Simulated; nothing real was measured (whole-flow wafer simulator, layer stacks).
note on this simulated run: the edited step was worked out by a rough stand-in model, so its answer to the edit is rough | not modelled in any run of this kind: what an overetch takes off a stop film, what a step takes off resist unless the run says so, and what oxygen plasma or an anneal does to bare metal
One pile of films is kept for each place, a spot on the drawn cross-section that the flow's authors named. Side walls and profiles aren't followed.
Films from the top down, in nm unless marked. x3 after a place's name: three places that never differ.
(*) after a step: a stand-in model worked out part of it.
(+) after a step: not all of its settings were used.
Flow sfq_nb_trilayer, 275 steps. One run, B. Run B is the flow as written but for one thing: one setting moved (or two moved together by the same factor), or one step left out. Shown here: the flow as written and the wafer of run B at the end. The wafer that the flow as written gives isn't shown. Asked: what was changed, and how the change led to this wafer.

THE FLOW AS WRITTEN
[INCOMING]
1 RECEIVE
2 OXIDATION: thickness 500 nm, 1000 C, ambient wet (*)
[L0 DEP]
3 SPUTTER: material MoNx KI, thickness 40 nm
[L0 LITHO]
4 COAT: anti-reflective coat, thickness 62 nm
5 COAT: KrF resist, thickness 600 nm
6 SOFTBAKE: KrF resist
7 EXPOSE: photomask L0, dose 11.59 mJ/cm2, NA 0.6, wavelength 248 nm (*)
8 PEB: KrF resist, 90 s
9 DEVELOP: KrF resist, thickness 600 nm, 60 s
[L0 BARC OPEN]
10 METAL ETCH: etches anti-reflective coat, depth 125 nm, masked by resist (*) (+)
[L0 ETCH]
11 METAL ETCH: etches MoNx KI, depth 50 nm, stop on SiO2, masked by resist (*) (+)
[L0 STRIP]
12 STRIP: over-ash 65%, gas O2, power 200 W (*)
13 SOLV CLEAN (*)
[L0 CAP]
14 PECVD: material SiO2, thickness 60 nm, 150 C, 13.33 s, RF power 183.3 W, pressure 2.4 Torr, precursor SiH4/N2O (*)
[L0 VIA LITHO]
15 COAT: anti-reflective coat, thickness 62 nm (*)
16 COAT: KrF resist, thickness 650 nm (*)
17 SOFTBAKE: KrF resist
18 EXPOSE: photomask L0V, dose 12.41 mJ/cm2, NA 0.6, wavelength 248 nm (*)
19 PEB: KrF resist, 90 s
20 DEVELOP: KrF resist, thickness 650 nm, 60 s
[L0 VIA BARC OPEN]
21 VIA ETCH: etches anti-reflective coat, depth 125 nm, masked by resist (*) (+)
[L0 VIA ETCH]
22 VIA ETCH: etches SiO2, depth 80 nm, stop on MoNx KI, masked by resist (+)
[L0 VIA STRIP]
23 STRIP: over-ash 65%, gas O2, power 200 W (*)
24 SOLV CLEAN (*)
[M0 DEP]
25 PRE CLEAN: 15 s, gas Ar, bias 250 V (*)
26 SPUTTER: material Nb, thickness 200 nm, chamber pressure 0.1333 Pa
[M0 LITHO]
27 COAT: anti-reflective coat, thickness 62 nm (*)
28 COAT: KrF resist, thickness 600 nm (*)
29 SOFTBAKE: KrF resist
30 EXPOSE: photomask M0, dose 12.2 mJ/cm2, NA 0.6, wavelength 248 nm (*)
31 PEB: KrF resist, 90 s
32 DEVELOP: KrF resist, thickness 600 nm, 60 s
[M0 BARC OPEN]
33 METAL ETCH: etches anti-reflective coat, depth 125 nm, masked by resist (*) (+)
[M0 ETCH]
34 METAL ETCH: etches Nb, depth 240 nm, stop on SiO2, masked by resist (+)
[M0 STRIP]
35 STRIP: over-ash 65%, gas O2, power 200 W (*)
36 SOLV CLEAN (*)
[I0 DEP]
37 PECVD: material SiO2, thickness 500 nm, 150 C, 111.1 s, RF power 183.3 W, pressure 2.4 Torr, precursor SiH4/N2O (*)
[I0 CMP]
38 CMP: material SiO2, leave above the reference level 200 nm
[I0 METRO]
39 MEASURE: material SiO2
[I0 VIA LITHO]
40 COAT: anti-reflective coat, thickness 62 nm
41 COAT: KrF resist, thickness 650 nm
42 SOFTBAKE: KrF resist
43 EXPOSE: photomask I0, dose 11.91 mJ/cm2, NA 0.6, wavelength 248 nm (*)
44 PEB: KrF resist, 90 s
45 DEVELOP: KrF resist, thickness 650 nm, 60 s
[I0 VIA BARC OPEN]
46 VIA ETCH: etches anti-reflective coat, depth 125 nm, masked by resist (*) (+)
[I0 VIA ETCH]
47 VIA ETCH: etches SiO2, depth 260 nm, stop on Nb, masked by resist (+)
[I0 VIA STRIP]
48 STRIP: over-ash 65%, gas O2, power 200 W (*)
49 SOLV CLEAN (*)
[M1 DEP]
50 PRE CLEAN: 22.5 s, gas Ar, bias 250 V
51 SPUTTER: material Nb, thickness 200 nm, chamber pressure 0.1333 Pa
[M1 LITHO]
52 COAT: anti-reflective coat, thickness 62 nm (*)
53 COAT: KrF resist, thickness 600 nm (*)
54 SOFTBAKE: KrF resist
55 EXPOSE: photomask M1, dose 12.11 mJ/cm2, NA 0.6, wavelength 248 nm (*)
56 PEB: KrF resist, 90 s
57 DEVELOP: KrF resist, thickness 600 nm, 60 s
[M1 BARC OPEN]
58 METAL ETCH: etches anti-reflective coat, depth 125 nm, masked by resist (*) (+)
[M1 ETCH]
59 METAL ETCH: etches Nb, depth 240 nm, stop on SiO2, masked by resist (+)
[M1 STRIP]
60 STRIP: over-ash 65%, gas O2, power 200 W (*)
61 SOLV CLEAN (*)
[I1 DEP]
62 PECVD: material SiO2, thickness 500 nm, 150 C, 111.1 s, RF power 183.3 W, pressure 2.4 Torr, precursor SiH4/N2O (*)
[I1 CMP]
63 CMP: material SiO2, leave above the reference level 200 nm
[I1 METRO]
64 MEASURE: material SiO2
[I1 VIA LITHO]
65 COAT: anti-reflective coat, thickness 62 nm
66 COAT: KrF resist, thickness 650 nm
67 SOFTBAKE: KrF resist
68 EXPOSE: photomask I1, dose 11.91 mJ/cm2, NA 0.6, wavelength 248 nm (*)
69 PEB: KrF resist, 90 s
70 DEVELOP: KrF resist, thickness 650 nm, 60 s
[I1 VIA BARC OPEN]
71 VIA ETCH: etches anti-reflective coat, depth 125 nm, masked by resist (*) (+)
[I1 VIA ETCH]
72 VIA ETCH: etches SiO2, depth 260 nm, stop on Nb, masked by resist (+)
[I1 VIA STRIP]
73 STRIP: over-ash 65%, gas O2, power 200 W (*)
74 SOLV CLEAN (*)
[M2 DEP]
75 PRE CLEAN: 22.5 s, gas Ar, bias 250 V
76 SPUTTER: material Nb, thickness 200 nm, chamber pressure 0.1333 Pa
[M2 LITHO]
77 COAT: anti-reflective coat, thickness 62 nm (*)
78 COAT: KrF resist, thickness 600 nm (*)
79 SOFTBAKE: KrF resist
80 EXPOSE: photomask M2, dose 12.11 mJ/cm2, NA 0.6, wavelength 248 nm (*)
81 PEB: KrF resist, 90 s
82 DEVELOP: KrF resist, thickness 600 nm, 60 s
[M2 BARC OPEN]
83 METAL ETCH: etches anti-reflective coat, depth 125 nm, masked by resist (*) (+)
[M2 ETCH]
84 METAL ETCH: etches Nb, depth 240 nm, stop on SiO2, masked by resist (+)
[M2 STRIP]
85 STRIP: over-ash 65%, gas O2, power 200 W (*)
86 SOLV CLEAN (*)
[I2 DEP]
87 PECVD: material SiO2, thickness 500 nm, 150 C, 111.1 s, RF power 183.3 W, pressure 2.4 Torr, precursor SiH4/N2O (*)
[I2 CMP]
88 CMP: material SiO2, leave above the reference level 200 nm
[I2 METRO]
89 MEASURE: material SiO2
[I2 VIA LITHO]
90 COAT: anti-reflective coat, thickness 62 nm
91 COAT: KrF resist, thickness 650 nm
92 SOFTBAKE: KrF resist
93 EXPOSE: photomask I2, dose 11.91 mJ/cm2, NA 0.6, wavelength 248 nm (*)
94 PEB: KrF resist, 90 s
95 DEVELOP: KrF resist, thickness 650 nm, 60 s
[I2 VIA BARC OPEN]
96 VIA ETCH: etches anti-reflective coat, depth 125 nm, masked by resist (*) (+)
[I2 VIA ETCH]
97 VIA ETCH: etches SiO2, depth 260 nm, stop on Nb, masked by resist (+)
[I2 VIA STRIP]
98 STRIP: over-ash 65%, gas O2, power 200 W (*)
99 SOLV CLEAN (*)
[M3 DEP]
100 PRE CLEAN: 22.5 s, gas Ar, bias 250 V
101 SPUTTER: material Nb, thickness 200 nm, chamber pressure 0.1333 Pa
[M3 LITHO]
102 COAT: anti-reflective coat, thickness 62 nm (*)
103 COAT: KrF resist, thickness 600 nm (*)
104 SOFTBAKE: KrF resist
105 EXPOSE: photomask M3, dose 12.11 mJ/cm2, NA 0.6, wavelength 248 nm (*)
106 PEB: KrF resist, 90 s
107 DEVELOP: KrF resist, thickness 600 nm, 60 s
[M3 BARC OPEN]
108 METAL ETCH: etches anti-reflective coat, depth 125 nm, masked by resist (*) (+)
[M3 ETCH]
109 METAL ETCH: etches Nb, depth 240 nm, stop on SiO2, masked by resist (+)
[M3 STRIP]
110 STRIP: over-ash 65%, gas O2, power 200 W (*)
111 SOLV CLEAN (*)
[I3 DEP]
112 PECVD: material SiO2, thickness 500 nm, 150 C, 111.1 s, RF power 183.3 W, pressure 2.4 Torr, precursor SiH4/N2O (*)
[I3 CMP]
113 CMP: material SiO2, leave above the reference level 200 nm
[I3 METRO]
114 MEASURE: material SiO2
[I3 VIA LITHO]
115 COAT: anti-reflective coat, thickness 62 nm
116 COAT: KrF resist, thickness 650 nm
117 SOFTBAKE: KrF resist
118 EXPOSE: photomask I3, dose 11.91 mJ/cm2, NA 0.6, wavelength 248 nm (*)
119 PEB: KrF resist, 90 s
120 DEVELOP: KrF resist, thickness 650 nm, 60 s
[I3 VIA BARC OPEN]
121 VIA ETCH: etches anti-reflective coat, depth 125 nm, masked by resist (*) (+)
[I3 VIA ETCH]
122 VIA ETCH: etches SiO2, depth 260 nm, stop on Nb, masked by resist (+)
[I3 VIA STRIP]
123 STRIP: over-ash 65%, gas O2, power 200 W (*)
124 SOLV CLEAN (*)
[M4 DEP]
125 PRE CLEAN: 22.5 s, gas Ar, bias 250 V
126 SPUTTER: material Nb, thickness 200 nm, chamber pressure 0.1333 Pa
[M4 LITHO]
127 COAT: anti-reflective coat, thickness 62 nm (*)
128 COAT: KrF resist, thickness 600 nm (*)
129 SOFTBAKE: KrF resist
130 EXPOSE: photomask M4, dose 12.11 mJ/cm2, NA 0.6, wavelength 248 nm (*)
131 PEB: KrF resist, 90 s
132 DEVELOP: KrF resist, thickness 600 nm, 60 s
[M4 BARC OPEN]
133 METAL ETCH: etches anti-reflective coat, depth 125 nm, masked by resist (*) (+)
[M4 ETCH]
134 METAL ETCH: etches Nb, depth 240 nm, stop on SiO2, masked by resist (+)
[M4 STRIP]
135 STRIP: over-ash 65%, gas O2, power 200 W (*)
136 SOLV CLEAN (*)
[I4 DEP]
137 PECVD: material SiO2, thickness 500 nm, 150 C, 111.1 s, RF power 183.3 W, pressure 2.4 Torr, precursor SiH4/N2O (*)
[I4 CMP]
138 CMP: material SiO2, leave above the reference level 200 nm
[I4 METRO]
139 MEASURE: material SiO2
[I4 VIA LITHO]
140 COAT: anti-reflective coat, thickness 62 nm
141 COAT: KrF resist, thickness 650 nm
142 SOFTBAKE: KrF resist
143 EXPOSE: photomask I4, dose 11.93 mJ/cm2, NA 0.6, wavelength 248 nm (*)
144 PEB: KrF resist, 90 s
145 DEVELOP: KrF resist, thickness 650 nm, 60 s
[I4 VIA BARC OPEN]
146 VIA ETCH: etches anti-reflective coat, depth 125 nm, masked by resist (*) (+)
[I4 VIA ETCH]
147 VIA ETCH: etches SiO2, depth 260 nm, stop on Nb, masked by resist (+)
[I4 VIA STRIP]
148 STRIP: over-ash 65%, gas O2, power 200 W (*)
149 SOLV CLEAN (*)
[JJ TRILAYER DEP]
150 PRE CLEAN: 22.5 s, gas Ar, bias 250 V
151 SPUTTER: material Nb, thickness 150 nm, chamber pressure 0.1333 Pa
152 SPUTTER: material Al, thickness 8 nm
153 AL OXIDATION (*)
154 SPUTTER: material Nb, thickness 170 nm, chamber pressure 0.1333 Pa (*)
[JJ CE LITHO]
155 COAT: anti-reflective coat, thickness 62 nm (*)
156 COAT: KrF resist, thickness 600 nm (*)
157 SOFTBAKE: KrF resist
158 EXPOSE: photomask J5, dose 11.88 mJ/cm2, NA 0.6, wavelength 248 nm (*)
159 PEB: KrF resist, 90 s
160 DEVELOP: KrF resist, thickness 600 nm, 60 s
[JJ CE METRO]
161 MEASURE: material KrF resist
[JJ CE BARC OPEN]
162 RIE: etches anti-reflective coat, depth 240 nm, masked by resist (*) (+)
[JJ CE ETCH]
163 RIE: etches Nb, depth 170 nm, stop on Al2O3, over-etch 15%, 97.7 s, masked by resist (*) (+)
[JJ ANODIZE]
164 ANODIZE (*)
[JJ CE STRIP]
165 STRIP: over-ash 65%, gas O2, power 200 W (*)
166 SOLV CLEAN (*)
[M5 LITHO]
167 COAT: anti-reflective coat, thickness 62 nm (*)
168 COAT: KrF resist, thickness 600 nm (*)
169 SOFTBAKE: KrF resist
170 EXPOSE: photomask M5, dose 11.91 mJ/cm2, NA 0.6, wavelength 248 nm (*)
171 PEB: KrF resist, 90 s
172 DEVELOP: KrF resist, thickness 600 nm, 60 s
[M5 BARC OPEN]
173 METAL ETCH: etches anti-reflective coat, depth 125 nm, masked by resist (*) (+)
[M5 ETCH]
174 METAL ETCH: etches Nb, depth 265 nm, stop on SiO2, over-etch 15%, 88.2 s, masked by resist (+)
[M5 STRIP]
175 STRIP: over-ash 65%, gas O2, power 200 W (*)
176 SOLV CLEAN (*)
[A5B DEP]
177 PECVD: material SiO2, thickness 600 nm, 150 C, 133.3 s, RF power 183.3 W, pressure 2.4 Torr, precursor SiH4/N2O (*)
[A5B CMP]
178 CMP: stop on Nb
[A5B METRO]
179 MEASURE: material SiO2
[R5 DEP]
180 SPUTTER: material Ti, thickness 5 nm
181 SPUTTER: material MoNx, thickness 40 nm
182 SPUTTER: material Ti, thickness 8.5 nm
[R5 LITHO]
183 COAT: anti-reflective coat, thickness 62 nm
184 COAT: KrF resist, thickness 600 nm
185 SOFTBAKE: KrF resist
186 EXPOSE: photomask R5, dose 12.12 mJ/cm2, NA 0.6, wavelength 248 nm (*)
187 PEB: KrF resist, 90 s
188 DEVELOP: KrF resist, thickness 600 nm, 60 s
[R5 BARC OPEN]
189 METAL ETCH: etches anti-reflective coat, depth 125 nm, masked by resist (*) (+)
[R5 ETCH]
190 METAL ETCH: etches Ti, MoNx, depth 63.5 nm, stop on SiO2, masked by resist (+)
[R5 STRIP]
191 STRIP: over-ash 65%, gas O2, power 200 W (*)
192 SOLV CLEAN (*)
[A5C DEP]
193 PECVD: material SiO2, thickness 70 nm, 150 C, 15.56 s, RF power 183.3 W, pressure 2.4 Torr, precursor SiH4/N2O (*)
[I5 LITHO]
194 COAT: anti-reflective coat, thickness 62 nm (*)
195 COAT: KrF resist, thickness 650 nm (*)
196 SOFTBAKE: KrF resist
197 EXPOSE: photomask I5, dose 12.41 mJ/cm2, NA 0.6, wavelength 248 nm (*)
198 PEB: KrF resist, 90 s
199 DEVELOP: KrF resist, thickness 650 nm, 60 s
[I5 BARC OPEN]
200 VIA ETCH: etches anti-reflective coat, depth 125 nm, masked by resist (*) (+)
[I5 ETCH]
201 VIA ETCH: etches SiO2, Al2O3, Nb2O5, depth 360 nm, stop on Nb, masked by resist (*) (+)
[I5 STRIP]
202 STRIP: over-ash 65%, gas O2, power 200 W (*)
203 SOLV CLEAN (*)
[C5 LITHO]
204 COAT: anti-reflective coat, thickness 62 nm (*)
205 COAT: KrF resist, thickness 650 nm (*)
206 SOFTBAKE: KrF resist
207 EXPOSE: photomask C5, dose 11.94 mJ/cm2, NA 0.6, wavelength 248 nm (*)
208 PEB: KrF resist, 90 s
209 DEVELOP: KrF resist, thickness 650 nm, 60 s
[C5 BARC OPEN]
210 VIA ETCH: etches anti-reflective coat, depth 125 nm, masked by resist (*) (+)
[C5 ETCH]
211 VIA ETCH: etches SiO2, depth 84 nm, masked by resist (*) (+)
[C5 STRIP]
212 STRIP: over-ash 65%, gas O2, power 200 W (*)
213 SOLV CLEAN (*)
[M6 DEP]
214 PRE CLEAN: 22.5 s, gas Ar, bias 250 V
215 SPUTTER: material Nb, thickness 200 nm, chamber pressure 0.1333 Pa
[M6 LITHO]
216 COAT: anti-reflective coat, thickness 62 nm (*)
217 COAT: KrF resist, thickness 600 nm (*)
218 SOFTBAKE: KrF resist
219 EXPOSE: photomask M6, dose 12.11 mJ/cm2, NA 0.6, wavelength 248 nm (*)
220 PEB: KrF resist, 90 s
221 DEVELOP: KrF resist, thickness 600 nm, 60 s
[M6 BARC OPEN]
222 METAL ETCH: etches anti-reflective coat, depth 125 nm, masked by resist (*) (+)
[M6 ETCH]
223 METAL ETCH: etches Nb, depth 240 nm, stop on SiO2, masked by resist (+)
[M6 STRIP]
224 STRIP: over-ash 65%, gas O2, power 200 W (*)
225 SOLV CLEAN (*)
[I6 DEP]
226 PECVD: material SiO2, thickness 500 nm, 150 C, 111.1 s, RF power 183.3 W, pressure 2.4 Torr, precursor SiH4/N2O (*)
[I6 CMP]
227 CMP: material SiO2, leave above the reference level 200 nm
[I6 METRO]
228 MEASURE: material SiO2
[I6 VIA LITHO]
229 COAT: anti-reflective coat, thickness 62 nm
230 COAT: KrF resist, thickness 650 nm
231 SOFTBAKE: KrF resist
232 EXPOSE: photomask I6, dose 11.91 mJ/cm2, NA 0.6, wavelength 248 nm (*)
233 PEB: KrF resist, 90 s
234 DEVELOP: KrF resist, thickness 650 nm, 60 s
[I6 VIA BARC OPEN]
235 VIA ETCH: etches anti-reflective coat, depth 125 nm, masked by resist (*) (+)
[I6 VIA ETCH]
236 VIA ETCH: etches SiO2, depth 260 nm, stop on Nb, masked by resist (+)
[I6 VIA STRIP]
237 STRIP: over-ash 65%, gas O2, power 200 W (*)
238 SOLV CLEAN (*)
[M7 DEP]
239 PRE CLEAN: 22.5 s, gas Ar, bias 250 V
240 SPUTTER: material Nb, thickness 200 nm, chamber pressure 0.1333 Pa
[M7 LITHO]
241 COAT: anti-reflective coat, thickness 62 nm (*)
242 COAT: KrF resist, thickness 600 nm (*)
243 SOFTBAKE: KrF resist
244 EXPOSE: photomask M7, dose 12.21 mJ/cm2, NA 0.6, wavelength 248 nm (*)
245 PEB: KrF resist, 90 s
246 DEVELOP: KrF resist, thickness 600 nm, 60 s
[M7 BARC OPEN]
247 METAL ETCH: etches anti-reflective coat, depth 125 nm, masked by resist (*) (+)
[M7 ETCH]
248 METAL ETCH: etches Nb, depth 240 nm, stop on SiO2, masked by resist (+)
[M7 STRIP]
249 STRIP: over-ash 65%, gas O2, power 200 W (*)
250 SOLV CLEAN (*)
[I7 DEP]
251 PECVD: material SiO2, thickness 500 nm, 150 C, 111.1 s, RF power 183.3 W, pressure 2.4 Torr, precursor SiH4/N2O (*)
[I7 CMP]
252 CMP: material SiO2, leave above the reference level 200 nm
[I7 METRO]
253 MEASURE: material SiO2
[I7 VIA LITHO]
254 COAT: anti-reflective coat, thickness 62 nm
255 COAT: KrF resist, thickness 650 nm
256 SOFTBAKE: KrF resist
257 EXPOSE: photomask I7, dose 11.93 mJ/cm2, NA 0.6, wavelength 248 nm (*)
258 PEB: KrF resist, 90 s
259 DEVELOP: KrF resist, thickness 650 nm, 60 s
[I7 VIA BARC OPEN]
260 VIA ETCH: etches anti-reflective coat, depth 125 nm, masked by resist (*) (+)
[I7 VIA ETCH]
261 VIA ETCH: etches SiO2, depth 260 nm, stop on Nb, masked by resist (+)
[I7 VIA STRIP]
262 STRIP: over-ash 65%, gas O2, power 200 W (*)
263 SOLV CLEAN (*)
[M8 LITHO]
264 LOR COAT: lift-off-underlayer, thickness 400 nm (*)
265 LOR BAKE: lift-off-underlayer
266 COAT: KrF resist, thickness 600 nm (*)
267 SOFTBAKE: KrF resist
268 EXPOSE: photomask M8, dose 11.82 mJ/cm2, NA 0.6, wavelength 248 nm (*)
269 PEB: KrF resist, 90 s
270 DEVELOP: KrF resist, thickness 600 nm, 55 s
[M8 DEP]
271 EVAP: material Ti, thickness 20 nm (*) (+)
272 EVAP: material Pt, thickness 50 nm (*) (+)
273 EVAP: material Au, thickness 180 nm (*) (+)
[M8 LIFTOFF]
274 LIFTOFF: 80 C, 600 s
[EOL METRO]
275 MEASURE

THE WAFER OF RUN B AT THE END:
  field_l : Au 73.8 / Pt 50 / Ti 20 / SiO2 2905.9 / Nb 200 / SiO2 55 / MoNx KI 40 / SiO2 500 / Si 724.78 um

The cause: step 273, EVAP: thickness 73.8 nm was run, where the flow has thickness 180 nm.
It can be read off the wafer: field_l has Au 73.8, and step 273 as written asks for 180 nm.

How the change led to this, step by step:
  273 EVAP: material Au, thickness 180 nm (*) (+)
      field_l, v_sur, via_wl and 103 more: Au +73.8 (new film) (as written it would be: Au +180 (new film))
  274 LIFTOFF: 80 C, 600 s
      p4_fl, p4_fm, p4_w1 and 71 more: Au -73.8 (all of it), Pt -50 (all of it), Ti -20 (all of it), KrF resist -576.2 (all of it), lift-off-underlayer -400 (all of it) (as written it would be: Au -180 (all of it), Pt -50 (all of it), Ti -20 (all of it), KrF resist -576.2 (all of it), lift-off-underlayer -400 (all of it))
      c5j, ce_r: Au -73.8 (all of it), Pt -50 (all of it), Ti -20 (all of it), KrF resist -573.3 (all of it), lift-off-underlayer -399.3 (all of it) (as written it would be: Au -180 (all of it), Pt -50 (all of it), Ti -20 (all of it), KrF resist -573.3 (all of it), lift-off-underlayer -399.3 (all of it))
      (and at 19 more places)
